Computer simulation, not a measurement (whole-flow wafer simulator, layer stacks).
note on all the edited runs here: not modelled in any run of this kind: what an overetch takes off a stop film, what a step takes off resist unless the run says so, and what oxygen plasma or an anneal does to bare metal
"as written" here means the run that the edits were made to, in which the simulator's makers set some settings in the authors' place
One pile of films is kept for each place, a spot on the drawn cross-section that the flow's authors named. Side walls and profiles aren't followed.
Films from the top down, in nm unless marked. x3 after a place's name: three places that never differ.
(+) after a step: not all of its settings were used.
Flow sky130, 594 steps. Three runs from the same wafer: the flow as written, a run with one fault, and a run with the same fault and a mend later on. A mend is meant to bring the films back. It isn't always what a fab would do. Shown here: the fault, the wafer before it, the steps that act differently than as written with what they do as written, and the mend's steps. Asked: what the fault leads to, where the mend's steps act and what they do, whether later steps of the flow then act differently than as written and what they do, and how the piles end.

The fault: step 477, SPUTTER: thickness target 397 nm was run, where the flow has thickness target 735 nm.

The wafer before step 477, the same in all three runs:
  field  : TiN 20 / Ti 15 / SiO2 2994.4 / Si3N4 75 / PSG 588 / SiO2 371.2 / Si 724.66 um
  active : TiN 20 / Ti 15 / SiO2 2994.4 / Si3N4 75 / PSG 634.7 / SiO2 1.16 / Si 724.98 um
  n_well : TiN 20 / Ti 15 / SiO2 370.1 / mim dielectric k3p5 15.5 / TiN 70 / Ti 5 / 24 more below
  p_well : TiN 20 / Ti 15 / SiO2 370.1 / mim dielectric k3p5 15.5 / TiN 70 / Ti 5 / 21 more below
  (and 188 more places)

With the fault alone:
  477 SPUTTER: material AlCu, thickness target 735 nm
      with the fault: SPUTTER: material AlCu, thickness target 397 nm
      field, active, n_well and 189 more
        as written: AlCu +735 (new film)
        with the fault: AlCu +397 (new film)
  Later steps of the flow that act differently than as written (7 more steps differ only slightly, by at most 2% or 0.5 nm, whichever is larger, and aren't shown):
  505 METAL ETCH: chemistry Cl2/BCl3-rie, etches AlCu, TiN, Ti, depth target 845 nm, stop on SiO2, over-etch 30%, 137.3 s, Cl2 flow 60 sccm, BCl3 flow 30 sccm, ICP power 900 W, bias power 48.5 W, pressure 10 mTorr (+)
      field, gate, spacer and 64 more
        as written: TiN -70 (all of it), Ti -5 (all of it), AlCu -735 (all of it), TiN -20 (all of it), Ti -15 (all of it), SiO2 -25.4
        with the fault: TiN -70 (all of it), Ti -5 (all of it), AlCu -397 (all of it), TiN -20 (all of it), Ti -15 (all of it), SiO2 -59.2
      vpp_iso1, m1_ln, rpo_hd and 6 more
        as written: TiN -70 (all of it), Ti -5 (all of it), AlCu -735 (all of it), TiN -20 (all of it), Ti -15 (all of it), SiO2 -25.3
        with the fault: TiN -70 (all of it), Ti -5 (all of it), AlCu -397 (all of it), TiN -20 (all of it), Ti -15 (all of it), SiO2 -59.1
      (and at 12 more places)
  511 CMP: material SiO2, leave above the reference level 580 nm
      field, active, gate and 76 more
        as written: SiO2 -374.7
        with the fault: SiO2 -678.8
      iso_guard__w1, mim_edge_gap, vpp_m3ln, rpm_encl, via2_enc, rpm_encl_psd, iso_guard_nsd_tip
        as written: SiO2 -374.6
        with the fault: SiO2 -678.8
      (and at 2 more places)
  At the end the piles differ from the flow's by more than 2% or 0.5 nm, whichever is larger, at field, active, n_well and 190 more.
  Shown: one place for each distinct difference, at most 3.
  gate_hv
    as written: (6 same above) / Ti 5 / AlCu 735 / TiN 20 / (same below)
    with the fault: (6 same above) / Ti 5 / AlCu 397 / TiN 20 / (same below)
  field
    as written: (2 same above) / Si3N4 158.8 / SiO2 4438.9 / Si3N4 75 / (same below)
    with the fault: (2 same above) / Si3N4 158.8 / SiO2 4100.9 / Si3N4 75 / (same below)
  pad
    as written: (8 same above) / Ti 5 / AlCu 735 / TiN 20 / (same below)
    with the fault: (8 same above) / Ti 5 / AlCu 397 / TiN 20 / (same below)

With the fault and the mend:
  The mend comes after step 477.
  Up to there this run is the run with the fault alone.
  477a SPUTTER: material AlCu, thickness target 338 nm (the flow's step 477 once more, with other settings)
      field, active, n_well and 189 more
        AlCu +338
  No later step of the flow acts differently than as written at any place that is followed.
  At the end the piles are the same as the flow's at every place that both follow.
